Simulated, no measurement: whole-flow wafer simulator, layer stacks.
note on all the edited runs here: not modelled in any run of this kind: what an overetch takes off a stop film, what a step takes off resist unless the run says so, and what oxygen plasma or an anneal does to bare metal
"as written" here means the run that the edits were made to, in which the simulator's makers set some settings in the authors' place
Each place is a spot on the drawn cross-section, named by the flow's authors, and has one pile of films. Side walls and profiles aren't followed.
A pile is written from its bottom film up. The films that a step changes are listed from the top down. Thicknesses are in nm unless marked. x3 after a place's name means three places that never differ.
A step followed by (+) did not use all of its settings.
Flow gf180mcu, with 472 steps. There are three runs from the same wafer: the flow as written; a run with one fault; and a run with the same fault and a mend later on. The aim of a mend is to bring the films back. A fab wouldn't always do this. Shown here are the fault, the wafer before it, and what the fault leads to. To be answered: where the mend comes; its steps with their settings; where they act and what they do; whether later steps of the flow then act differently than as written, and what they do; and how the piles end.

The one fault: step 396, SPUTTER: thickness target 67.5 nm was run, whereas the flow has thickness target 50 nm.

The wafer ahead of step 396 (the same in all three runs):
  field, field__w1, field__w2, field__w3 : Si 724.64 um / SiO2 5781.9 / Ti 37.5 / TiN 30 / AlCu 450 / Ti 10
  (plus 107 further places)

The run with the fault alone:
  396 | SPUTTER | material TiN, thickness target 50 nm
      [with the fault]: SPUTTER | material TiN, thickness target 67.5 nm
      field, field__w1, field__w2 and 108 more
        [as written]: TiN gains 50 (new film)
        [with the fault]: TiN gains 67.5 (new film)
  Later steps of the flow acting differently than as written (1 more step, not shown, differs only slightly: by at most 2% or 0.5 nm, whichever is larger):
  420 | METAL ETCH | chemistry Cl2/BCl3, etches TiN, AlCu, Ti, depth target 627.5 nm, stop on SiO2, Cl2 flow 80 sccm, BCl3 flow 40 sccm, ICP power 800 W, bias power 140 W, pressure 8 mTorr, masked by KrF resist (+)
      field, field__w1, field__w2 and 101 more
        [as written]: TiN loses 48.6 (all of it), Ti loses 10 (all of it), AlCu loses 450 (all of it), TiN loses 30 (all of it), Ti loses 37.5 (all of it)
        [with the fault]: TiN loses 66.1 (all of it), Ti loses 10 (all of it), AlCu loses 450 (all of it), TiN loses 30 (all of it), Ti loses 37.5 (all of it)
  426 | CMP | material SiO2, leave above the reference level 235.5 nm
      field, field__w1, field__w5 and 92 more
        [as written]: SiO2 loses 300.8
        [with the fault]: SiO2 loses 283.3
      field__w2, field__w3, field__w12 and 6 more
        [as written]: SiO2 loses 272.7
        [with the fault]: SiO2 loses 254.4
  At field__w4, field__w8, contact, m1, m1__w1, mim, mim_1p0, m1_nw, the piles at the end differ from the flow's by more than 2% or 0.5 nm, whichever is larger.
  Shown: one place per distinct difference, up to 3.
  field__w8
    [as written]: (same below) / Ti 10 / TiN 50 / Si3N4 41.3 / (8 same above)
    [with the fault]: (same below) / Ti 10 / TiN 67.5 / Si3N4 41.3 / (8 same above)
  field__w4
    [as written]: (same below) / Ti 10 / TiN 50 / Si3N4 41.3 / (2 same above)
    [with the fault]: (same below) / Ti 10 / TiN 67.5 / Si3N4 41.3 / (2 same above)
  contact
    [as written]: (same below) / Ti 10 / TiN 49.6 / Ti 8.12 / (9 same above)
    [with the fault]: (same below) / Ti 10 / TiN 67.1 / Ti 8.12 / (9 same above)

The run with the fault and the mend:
  The mend stands after step 407.
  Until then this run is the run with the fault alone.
  408 | METAL ETCH | chemistry Cl2/BCl3, etches TiN, AlCu, depth target 342 nm, stop on Si3N4, over-etch 10%, Cl2 flow 80 sccm, BCl3 flow 40 sccm, ICP power 800 W, bias power 140 W, pressure 8 mTorr, masked by resist (+) (the flow's step 408, where the flow has depth target 324.5 nm)
      field, field__w1, field__w2 and 107 more
        TiN loses 35 (all of it), AlCu loses 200 (all of it), TiN loses 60 (all of it)
      mim
        resist loses 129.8
  Later steps of the flow acting differently than as written (1 more step, not shown, differs only slightly: by at most 2% or 0.5 nm, whichever is larger):
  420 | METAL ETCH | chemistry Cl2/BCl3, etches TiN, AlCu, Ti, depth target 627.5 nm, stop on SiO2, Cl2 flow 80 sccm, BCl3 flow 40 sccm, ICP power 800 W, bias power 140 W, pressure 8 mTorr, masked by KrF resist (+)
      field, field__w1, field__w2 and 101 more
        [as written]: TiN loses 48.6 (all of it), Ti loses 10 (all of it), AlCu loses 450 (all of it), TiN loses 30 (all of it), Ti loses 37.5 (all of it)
        [with the mend]: TiN loses 66.1 (all of it), Ti loses 10 (all of it), AlCu loses 450 (all of it), TiN loses 30 (all of it), Ti loses 37.5 (all of it)
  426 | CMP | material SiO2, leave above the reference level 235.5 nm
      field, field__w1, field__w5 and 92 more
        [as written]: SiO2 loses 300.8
        [with the mend]: SiO2 loses 283.3
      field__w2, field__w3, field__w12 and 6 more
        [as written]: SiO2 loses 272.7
        [with the mend]: SiO2 loses 254.4
  At field__w4, field__w8, contact, m1, m1__w1, mim, mim_1p0, m1_nw, the piles at the end differ from the flow's by more than 2% or 0.5 nm, whichever is larger.
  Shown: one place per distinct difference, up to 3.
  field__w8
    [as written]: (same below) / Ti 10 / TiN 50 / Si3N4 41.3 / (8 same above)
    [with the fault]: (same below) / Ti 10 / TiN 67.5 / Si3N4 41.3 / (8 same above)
    [with the mend]: (same below) / Ti 10 / TiN 67.5 / Si3N4 41.3 / (8 same above)
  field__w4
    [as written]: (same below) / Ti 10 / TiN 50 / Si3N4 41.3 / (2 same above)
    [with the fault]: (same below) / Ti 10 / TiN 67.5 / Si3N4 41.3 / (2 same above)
    [with the mend]: (same below) / Ti 10 / TiN 67.5 / Si3N4 41.3 / (2 same above)
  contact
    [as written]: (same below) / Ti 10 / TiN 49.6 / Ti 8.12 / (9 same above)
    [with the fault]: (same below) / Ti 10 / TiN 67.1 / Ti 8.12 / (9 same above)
    [with the mend]: (same below) / Ti 10 / TiN 67.1 / Ti 8.12 / (9 same above)
